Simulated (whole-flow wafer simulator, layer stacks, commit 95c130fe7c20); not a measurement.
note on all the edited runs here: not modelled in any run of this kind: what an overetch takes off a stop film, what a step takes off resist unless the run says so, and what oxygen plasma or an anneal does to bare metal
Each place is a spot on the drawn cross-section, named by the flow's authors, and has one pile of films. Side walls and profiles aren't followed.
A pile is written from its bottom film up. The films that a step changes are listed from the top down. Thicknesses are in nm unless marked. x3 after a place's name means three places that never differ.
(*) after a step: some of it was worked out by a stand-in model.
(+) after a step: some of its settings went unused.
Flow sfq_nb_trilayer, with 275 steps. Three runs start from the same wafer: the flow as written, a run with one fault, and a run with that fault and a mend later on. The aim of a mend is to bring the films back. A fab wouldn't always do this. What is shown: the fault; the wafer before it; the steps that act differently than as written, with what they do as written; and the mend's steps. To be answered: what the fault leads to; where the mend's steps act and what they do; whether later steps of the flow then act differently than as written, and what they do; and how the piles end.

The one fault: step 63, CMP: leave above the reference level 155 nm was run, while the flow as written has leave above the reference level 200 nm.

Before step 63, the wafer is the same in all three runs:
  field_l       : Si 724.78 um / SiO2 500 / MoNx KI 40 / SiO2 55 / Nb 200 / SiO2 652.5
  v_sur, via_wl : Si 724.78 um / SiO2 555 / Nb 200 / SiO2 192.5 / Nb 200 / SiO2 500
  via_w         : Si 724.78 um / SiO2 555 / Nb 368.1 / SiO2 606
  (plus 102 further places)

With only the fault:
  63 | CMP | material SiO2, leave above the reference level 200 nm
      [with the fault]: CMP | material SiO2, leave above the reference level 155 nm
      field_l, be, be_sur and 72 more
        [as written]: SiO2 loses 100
        [with the fault]: SiO2 loses 145
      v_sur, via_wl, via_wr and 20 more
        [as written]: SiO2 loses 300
        [with the fault]: SiO2 loses 345
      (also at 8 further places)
  Steps further on in the flow that do not act as written (4 more steps, not shown, differ only slightly: by at most 2% or 0.5 nm, whichever is larger):
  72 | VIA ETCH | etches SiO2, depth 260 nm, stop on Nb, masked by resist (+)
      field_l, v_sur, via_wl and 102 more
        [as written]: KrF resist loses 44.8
        [with the fault]: KrF resist loses 40
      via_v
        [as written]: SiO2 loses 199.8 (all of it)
        [with the fault]: SiO2 loses 154.8 (all of it)
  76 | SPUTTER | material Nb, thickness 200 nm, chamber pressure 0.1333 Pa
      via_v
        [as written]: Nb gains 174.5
        [with the fault]: Nb gains 183.7
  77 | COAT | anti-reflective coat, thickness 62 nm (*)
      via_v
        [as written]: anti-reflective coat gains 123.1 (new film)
        [with the fault]: anti-reflective coat gains 112.2 (new film)
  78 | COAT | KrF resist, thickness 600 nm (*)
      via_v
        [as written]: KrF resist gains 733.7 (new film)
        [with the fault]: KrF resist gains 697.4 (new film)
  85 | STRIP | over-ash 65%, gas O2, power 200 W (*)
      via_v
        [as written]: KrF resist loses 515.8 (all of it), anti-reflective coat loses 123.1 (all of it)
        [with the fault]: KrF resist loses 479.6 (all of it), anti-reflective coat loses 112.2 (all of it)
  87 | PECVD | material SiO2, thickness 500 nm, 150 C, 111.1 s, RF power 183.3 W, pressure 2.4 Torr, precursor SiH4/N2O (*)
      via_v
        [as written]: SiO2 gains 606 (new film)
        [with the fault]: SiO2 gains 527.3 (new film)
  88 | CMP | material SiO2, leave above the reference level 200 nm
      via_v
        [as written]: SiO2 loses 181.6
        [with the fault]: SiO2 loses 157.1
  At v_sur, via_wl, via_w and 78 more, the piles at the end differ from the flow's by more than 2% or 0.5 nm, whichever is larger.
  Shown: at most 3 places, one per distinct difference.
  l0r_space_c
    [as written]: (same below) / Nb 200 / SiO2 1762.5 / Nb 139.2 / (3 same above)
    [with the fault]: (same below) / Nb 200 / SiO2 1717.5 / Nb 139.2 / (3 same above)
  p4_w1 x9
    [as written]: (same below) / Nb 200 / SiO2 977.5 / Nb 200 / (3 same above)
    [with the fault]: (same below) / Nb 200 / SiO2 932.5 / Nb 200 / (3 same above)
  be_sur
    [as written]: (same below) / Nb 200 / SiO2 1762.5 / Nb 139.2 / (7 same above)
    [with the fault]: (same below) / Nb 200 / SiO2 1717.5 / Nb 139.2 / (7 same above)

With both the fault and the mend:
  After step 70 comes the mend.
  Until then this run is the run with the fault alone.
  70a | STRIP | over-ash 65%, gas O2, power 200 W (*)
      field_l, v_sur, via_wl and 102 more
        KrF resist loses 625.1 (all of it), anti-reflective coat loses 62 (all of it)
      via_v
        anti-reflective coat loses 62 (all of it)
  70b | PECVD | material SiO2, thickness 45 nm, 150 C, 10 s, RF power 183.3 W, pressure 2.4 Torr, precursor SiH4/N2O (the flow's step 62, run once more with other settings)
      field_l, v_sur, via_wl and 103 more
        SiO2 gains 45
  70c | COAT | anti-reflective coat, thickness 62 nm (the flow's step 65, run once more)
      field_l, v_sur, via_wl and 103 more
        anti-reflective coat gains 62 (new film)
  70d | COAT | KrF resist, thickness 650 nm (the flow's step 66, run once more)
      field_l, v_sur, via_wl and 103 more
        KrF resist gains 650 (new film)
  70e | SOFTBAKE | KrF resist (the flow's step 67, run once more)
      does not change any film at any place that is followed
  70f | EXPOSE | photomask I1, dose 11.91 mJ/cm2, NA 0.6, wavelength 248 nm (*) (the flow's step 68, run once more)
      does not change any film at any place that is followed
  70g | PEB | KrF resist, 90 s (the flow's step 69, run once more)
      field_l, v_sur, via_wl and 103 more
        KrF resist loses 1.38
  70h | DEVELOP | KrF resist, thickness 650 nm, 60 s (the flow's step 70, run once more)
      field_l, v_sur, via_wl and 102 more
        KrF resist loses 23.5
      via_v
        KrF resist loses 648.6 (all of it)
  None of the later steps of the flow differs from how it acts as written, at any place that is followed, by more than 2% or 0.5 nm, whichever is larger.
  At the end the piles are close to the flow's at the places that both follow, differing by at most 2% or 0.5 nm, whichever is larger.
